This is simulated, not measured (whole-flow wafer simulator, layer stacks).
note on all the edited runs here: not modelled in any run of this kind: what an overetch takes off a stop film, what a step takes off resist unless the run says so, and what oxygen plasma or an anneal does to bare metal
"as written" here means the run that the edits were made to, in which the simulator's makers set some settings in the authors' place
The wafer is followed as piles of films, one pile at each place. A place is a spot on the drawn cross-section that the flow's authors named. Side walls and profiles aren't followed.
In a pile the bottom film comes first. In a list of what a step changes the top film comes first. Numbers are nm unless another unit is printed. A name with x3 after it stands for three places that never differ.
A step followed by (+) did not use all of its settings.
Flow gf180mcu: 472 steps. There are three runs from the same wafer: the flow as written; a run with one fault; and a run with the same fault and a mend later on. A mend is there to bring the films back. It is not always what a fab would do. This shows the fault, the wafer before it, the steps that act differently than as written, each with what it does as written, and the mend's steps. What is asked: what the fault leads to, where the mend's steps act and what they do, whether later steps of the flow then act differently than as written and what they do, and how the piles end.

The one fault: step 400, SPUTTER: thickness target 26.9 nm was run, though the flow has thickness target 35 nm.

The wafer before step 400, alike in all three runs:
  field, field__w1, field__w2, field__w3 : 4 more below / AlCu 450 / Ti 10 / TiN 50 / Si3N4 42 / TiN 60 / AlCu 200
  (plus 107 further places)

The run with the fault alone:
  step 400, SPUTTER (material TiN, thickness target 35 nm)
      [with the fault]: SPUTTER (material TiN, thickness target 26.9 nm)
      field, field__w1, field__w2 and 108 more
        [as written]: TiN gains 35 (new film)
        [with the fault]: TiN gains 26.9 (new film)
  Steps further on in the flow that do not act as written (not shown: 9 more steps that differ only slightly, by at most 2% or 0.5 nm, whichever is larger):
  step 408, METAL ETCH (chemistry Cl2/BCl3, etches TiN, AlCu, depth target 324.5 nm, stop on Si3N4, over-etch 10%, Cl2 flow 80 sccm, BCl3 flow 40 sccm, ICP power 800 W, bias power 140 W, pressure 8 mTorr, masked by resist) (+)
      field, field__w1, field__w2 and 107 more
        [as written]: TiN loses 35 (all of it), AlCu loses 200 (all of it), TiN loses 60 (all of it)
        [with the fault]: TiN loses 26.9 (all of it), AlCu loses 200 (all of it), TiN loses 60 (all of it)
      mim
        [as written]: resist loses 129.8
        [with the fault]: resist loses 126.2
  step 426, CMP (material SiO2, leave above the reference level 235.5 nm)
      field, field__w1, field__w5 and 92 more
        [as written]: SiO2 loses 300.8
        [with the fault]: SiO2 loses 308.9
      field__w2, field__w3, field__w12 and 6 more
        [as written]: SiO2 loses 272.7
        [with the fault]: SiO2 loses 280.8
  By the end, the piles at mim depart from the flow's by more than 2% or 0.5 nm, whichever is larger.
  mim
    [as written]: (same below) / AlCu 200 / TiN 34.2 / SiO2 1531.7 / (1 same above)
    [with the fault]: (same below) / AlCu 200 / TiN 26.1 / SiO2 1531.7 / (1 same above)

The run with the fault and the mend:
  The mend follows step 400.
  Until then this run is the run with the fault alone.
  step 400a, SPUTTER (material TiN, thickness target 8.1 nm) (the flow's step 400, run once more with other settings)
      field, field__w1, field__w2 and 108 more
        TiN gains 8.1
  Later steps of the flow that are run all act as written at every place that is followed.
  The piles end the same as the flow's at every place that both follow.
